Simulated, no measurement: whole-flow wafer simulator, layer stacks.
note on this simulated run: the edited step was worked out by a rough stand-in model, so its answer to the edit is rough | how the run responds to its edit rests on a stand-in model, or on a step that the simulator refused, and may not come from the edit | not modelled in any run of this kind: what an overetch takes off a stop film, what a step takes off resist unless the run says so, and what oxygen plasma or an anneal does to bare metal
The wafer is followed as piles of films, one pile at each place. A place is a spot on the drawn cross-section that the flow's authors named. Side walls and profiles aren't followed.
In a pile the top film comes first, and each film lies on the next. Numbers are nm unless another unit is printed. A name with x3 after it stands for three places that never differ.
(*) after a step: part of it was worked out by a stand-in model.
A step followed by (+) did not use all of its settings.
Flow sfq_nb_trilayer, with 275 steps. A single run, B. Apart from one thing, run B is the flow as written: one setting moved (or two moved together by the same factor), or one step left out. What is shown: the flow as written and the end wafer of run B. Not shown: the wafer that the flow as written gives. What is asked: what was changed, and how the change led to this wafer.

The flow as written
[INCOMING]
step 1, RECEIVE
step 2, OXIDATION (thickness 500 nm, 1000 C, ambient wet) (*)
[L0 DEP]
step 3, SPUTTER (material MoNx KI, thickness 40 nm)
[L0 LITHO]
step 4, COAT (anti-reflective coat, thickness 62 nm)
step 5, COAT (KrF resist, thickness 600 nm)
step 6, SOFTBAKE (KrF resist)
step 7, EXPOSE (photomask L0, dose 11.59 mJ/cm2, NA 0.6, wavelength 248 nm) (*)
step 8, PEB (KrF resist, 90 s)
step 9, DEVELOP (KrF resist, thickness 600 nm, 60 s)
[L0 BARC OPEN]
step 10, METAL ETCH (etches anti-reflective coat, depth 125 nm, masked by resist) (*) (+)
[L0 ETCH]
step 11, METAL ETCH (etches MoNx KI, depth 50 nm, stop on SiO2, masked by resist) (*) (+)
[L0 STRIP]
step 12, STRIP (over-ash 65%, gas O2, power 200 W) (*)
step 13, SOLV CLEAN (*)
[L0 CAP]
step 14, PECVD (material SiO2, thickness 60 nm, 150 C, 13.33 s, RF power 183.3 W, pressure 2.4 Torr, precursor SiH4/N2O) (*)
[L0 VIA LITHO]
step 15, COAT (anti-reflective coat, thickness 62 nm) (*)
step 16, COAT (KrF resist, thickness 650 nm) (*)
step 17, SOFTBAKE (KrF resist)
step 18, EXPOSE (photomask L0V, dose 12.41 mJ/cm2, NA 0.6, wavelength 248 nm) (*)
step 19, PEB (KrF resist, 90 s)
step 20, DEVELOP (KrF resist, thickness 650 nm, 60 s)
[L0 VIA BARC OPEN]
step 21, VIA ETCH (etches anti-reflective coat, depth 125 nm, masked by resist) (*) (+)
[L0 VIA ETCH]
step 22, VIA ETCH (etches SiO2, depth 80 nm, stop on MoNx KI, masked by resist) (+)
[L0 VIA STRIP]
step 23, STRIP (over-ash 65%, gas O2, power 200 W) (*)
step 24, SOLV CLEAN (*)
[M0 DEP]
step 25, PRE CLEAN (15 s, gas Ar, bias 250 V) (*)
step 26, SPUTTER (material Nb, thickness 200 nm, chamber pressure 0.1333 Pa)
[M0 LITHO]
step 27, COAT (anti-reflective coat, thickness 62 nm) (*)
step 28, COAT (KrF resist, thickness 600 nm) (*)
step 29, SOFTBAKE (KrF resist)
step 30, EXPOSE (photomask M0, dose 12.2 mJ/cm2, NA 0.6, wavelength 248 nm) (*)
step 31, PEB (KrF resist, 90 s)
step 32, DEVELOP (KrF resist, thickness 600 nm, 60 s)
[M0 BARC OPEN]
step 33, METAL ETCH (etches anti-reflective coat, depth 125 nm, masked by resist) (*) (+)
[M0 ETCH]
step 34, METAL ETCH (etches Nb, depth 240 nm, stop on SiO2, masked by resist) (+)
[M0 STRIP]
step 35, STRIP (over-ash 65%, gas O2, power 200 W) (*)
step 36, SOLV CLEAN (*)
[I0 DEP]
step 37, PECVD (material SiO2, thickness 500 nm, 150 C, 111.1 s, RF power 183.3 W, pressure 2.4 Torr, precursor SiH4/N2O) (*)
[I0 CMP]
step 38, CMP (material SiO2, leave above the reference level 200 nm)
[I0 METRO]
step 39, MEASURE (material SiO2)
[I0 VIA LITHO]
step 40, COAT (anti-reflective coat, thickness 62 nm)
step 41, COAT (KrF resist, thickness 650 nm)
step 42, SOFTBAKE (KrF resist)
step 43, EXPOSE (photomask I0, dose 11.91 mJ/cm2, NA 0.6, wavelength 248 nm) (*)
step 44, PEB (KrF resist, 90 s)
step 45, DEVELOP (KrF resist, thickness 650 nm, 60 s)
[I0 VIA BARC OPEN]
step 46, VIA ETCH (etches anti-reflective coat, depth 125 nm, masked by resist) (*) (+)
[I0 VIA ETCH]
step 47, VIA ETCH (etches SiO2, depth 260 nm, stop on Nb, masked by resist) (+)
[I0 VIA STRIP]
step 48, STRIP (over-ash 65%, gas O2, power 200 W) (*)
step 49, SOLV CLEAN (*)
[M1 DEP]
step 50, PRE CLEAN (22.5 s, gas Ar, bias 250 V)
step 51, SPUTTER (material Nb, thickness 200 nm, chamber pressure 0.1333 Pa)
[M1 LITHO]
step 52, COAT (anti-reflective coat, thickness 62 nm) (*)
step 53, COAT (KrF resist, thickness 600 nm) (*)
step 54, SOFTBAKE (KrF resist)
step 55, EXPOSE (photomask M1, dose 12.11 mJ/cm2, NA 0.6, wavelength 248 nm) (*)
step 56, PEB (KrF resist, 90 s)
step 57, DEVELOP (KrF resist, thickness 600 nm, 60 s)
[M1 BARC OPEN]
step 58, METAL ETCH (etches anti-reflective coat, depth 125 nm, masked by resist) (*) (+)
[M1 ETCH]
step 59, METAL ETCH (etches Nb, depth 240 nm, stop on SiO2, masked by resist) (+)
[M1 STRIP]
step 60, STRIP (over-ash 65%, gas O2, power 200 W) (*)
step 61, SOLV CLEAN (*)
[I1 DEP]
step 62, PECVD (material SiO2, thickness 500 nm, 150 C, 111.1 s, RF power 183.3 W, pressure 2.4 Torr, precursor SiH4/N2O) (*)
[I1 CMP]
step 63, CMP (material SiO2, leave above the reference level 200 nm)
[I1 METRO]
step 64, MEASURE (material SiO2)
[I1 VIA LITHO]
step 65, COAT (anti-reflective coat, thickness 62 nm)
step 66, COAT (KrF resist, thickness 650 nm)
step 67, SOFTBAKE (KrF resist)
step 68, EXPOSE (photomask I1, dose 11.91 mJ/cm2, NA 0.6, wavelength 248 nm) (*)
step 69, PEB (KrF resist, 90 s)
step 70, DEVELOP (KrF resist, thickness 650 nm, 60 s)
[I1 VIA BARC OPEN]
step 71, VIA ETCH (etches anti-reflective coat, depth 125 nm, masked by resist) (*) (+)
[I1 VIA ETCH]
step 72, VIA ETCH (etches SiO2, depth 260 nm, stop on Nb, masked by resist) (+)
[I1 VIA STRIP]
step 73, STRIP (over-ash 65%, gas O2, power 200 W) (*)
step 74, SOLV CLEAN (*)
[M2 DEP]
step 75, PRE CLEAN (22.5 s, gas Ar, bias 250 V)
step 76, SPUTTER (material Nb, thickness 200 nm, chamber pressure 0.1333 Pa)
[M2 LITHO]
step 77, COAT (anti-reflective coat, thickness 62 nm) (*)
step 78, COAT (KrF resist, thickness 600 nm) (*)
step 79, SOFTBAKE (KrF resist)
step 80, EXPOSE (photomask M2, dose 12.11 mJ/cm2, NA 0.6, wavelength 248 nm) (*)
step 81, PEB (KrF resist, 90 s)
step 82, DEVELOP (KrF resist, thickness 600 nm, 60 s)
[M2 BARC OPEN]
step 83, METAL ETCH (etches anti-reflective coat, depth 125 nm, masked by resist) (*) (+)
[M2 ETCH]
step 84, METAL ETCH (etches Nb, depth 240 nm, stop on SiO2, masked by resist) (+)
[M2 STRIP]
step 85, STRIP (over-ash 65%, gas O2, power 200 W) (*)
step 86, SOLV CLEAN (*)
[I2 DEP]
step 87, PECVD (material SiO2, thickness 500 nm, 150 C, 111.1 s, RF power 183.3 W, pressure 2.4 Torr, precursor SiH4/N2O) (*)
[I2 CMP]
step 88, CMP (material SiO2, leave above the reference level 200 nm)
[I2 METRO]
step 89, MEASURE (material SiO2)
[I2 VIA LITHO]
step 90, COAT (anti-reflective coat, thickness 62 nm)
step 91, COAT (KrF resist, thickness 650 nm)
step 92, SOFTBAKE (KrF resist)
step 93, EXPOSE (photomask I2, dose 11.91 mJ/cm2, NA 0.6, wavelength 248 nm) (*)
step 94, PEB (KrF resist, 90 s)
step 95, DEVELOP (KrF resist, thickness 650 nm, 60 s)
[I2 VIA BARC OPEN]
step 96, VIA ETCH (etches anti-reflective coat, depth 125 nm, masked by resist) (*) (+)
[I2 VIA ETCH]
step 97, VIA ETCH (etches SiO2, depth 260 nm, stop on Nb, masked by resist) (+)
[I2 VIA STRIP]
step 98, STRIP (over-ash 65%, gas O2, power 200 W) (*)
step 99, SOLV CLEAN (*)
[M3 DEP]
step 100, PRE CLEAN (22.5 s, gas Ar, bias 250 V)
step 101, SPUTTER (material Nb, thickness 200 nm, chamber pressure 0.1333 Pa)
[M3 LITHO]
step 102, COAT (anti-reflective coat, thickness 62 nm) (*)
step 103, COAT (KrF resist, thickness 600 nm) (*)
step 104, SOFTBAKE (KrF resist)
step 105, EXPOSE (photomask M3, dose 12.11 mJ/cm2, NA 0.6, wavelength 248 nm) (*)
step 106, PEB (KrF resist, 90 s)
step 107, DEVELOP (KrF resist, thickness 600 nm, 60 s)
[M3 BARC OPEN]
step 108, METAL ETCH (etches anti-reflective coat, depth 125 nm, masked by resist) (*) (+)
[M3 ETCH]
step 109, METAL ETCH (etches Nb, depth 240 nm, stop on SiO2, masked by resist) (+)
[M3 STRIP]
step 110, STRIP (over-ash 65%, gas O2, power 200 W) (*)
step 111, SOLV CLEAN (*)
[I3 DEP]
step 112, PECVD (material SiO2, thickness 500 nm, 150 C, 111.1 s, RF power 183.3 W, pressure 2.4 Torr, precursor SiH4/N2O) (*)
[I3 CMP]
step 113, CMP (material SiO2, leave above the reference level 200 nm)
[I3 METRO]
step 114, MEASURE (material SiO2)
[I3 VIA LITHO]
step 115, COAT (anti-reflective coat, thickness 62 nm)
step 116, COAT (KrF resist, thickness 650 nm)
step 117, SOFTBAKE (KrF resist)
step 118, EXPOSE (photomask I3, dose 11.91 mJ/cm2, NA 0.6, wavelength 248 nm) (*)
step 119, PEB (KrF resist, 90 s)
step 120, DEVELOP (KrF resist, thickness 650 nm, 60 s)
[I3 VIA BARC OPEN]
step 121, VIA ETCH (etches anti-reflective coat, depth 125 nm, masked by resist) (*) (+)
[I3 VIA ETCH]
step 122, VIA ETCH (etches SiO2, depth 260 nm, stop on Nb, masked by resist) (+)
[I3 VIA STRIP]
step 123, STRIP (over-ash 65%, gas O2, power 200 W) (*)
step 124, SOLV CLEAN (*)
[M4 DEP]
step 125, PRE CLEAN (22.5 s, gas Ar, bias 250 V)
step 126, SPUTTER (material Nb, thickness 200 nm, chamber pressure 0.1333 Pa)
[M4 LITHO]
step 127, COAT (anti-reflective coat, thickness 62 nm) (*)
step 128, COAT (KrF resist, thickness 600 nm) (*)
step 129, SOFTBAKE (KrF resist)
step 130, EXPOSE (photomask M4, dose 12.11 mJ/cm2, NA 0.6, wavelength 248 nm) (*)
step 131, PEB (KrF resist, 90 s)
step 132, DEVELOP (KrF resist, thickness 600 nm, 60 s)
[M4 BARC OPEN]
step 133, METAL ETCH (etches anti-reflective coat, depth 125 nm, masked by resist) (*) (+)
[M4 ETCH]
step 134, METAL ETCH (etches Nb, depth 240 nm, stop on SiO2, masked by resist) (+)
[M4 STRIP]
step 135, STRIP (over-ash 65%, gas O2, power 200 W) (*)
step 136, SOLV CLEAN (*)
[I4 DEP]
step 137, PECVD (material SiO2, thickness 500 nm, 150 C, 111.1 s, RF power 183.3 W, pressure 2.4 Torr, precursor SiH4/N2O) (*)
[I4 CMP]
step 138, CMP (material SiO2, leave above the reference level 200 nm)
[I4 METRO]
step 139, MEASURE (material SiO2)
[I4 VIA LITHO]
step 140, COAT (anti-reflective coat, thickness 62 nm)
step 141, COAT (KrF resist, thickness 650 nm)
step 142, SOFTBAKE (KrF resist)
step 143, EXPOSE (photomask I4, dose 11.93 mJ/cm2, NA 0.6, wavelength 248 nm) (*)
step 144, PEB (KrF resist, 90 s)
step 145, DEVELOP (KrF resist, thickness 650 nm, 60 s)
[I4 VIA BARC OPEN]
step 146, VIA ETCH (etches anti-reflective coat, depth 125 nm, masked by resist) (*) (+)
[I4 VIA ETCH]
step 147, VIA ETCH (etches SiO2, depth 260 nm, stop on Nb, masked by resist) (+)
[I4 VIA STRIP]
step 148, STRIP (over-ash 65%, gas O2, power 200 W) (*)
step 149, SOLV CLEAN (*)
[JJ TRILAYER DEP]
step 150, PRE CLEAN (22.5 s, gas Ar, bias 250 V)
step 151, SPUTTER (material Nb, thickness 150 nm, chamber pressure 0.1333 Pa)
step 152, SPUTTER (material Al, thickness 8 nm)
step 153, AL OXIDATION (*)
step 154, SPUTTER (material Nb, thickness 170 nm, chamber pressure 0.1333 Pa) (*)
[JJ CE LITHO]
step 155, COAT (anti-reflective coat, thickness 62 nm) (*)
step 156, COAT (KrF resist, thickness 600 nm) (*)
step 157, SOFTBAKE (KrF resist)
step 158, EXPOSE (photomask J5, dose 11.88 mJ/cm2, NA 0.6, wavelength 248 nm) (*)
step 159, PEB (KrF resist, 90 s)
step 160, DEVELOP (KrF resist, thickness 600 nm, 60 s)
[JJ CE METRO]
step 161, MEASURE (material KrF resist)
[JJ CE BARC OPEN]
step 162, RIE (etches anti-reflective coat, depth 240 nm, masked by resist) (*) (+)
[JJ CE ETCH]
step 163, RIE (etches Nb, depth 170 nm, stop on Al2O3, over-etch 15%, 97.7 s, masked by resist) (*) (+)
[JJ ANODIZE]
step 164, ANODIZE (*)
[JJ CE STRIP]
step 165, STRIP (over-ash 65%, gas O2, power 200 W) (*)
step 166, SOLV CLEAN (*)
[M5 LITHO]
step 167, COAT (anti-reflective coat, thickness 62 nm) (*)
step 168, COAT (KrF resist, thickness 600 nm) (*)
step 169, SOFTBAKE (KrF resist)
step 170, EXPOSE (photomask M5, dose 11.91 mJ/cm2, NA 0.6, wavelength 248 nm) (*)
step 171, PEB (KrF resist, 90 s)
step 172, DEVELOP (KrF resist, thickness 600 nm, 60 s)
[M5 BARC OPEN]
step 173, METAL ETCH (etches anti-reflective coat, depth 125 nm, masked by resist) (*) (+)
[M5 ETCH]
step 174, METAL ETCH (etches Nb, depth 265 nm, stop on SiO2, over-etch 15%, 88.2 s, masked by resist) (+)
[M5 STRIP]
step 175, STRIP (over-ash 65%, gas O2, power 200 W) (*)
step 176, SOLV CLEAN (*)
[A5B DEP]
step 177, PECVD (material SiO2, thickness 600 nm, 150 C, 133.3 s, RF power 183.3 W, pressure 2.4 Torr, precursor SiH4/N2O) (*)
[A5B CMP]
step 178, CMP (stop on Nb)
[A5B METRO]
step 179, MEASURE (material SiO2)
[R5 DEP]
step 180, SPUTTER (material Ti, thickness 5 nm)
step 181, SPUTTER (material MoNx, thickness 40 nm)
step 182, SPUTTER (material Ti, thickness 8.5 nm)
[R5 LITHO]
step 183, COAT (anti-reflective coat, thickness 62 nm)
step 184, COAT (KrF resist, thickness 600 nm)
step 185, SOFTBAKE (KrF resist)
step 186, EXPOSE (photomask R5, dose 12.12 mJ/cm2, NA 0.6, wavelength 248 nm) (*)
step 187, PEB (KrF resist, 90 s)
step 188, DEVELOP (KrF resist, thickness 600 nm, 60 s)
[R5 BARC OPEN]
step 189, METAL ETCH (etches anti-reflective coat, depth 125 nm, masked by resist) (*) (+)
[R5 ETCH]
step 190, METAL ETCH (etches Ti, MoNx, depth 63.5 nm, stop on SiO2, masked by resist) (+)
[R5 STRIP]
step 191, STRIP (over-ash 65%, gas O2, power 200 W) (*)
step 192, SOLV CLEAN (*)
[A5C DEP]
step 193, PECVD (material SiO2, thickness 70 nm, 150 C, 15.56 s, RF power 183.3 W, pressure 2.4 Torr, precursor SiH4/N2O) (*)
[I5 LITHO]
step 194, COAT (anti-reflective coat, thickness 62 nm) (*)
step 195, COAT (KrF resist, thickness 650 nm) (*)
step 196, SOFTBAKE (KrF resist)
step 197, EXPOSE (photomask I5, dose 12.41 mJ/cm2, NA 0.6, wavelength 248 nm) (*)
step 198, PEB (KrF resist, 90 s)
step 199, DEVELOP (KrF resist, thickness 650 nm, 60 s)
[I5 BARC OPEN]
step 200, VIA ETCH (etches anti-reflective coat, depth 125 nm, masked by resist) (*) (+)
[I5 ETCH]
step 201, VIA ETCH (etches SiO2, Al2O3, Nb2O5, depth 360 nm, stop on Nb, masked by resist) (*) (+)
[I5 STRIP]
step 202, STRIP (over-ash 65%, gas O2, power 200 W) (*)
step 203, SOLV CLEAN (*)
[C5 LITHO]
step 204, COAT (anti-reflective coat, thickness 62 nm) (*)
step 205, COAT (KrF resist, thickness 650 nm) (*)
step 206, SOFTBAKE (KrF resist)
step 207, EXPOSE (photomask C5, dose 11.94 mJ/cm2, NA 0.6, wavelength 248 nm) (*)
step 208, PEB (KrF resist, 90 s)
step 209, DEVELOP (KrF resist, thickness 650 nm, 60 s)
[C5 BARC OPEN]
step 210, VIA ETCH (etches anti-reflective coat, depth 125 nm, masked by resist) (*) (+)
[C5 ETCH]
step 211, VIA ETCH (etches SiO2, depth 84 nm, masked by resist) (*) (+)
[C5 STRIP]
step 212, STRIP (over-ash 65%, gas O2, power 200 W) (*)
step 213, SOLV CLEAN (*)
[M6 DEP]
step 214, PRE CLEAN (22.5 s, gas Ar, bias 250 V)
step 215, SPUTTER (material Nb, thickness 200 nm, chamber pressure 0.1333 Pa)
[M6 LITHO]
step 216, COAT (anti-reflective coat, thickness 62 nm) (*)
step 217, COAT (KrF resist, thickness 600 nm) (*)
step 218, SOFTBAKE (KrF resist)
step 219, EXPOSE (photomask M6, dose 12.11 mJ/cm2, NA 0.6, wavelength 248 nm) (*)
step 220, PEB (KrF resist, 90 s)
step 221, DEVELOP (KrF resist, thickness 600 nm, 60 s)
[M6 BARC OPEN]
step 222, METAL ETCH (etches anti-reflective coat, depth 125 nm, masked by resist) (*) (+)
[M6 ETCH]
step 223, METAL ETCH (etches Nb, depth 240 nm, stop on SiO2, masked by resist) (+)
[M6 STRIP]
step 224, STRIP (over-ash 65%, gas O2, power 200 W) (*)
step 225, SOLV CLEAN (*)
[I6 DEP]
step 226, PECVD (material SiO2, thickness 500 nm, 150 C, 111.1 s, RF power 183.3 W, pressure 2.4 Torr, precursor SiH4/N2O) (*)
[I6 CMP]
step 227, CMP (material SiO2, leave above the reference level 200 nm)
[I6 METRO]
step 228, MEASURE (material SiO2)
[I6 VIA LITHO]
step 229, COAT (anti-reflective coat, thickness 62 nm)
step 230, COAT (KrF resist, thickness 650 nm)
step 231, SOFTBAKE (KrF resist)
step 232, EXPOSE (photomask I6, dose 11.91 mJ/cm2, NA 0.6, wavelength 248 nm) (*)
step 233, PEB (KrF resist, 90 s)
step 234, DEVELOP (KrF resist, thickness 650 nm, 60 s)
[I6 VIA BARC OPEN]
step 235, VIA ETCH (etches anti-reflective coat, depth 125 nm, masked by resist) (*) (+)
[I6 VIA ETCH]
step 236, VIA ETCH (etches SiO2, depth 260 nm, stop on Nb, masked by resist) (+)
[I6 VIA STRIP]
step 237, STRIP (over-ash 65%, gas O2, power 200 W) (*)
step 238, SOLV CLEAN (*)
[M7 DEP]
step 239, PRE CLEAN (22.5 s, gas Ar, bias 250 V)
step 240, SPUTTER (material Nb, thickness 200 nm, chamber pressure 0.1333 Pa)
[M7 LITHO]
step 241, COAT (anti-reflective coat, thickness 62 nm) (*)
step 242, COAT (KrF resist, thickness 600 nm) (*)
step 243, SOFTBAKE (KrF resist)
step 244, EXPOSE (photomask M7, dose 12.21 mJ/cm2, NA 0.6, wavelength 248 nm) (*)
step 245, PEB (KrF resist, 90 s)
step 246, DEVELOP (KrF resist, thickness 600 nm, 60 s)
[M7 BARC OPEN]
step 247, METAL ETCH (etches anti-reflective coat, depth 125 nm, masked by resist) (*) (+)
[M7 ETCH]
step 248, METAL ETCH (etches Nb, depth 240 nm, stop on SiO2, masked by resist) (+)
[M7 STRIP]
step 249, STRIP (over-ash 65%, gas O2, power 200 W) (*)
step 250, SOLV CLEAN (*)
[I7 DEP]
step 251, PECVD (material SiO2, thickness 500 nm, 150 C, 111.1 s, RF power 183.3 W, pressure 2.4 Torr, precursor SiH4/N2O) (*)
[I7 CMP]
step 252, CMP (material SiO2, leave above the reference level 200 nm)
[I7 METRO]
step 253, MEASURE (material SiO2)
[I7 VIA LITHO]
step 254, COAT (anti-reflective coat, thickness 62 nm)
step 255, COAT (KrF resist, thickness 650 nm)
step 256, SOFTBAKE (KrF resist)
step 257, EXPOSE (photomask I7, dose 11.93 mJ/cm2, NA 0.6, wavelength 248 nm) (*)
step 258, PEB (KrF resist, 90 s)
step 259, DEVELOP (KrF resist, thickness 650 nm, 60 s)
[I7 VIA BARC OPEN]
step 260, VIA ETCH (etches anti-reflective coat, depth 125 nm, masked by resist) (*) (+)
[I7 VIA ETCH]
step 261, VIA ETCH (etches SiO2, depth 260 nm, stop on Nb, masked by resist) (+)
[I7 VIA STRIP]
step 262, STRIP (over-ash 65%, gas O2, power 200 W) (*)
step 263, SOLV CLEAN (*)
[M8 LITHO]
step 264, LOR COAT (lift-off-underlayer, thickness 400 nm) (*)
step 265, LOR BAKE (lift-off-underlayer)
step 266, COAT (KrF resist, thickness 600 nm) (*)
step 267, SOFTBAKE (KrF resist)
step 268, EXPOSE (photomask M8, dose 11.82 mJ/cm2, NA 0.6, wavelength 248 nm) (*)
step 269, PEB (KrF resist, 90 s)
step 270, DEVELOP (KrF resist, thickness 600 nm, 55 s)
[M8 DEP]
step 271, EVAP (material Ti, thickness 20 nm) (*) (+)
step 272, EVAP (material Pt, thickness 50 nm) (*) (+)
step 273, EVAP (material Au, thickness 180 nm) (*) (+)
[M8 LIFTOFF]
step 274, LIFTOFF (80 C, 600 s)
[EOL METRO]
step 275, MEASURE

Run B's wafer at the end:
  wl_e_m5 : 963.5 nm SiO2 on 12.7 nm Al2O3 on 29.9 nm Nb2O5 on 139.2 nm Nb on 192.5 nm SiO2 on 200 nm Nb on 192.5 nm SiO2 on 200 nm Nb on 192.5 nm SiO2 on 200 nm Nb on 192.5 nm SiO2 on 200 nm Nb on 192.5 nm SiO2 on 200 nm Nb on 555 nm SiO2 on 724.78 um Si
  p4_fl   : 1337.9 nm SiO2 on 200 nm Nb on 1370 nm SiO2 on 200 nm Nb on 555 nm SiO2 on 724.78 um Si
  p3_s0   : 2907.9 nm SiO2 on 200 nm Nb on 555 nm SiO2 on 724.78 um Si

Cause: step 251, PECVD: thickness 362 nm was run, while the flow as written has thickness 500 nm; step 251, PECVD: 80.56 s was run, where the flow has 111.1 s.

Step by step, how the change led to this:
  step 251, PECVD (material SiO2, thickness 500 nm, 150 C, 111.1 s, RF power 183.3 W, pressure 2.4 Torr, precursor SiH4/N2O) (*)
      field_l, p4_fl, p4_fm and 56 more: +362 SiO2 (in the flow as written it would be: +500 SiO2)
      v_sur, via_wl, via_w and 37 more: +362 SiO2 (new film) (in the flow as written it would be: +500 SiO2 (new film))
      (also at 7 further places)
  step 252, CMP (material SiO2, leave above the reference level 200 nm)
      field_l, p4_fl, p4_fm and 56 more: nothing (in the flow as written it would be: -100 SiO2)
      field_r, lsp_l: nothing (in the flow as written it would be: -77.7 SiO2)
      (also at 45 further places)
  step 254, COAT (anti-reflective coat, thickness 62 nm)
      be_sur, gap, jj_sur, ce_l, c5j, ce_r, sp_r: +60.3 anti-reflective coat (new film) (in the flow as written it would be: +62 anti-reflective coat (new film))
      p3_fr, wl_d_sl, wl_d_m1, wl_d_sr, wl_e_sl: +64 anti-reflective coat (new film) (in the flow as written it would be: +62 anti-reflective coat (new film))
      (also at 57 further places)
  step 255, COAT (KrF resist, thickness 650 nm)
      via_wl: +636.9 KrF resist (new film) (in the flow as written it would be: +650 KrF resist (new film))
      lsp_l: +669.4 KrF resist (new film) (in the flow as written it would be: +650 KrF resist (new film))
      (also at 1 further place)
  step 259, DEVELOP (KrF resist, thickness 650 nm, 60 s)
      via_wl: -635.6 KrF resist (all of it) (in the flow as written it would be: -648.6 KrF resist (all of it))
  step 260, VIA ETCH (etches anti-reflective coat, depth 125 nm, masked by resist) (*) (+)
      field_l, v_sur, via_sp and 100 more: -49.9 KrF resist (in the flow as written it would be: -51.7 KrF resist)
      via_wl, via_w: -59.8 anti-reflective coat (all of it), -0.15 SiO2 (in the flow as written it would be: -62 anti-reflective coat (all of it), -0.16 SiO2)
      (also at 1 further place)
  step 262, STRIP (over-ash 65%, gas O2, power 200 W) (*)
      gap, c5j, ce_r: -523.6 KrF resist (all of it), -60.3 anti-reflective coat (all of it) (in the flow as written it would be: -528.6 KrF resist (all of it), -62 anti-reflective coat (all of it))
      be, be_r: -523.3 KrF resist (all of it), -60.2 anti-reflective coat (all of it) (in the flow as written it would be: -528.6 KrF resist (all of it), -62 anti-reflective coat (all of it))
      (also at 61 further places)
  step 264, LOR COAT (lift-off-underlayer, thickness 400 nm) (*)
      m0r_line_l, m0r_line_r, m6r_line_l, m6r_line_r: +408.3 lift-off-underlayer (new film) (in the flow as written it would be: +400 lift-off-underlayer (new film))
      wl_e_sr, m5r_linepad_l, m5r_linepad_r: +413.2 lift-off-underlayer (new film) (in the flow as written it would be: +400 lift-off-underlayer (new film))
      (also at 34 further places)
  step 270, DEVELOP (KrF resist, thickness 600 nm, 55 s)
      field_l: -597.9 KrF resist (all of it), -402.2 lift-off-underlayer (all of it) (in the flow as written it would be: -593.7 KrF resist (all of it), -388.2 lift-off-underlayer (all of it))
      v_sur: -602.2 KrF resist (all of it), -357.3 lift-off-underlayer (all of it) (in the flow as written it would be: -607.3 KrF resist (all of it), -369.4 lift-off-underlayer (all of it))
      (also at 3 further places)
  step 274, LIFTOFF (80 C, 600 s)
      m0r_line_l, m0r_line_r, m6r_line_l, m6r_line_r: -180 Au (all of it), -50 Pt (all of it), -20 Ti (all of it), -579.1 KrF resist (all of it), -408.3 lift-off-underlayer (all of it) (in the flow as written it would be: -180 Au (all of it), -50 Pt (all of it), -20 Ti (all of it), -576.2 KrF resist (all of it), -400 lift-off-underlayer (all of it))
      m0r_space_l, m6r_space_l: -180 Au (all of it), -50 Pt (all of it), -20 Ti (all of it), -577 KrF resist (all of it), -411 lift-off-underlayer (all of it) (in the flow as written it would be: -180 Au (all of it), -50 Pt (all of it), -20 Ti (all of it), -576.2 KrF resist (all of it), -400 lift-off-underlayer (all of it))
      (also at 30 further places)
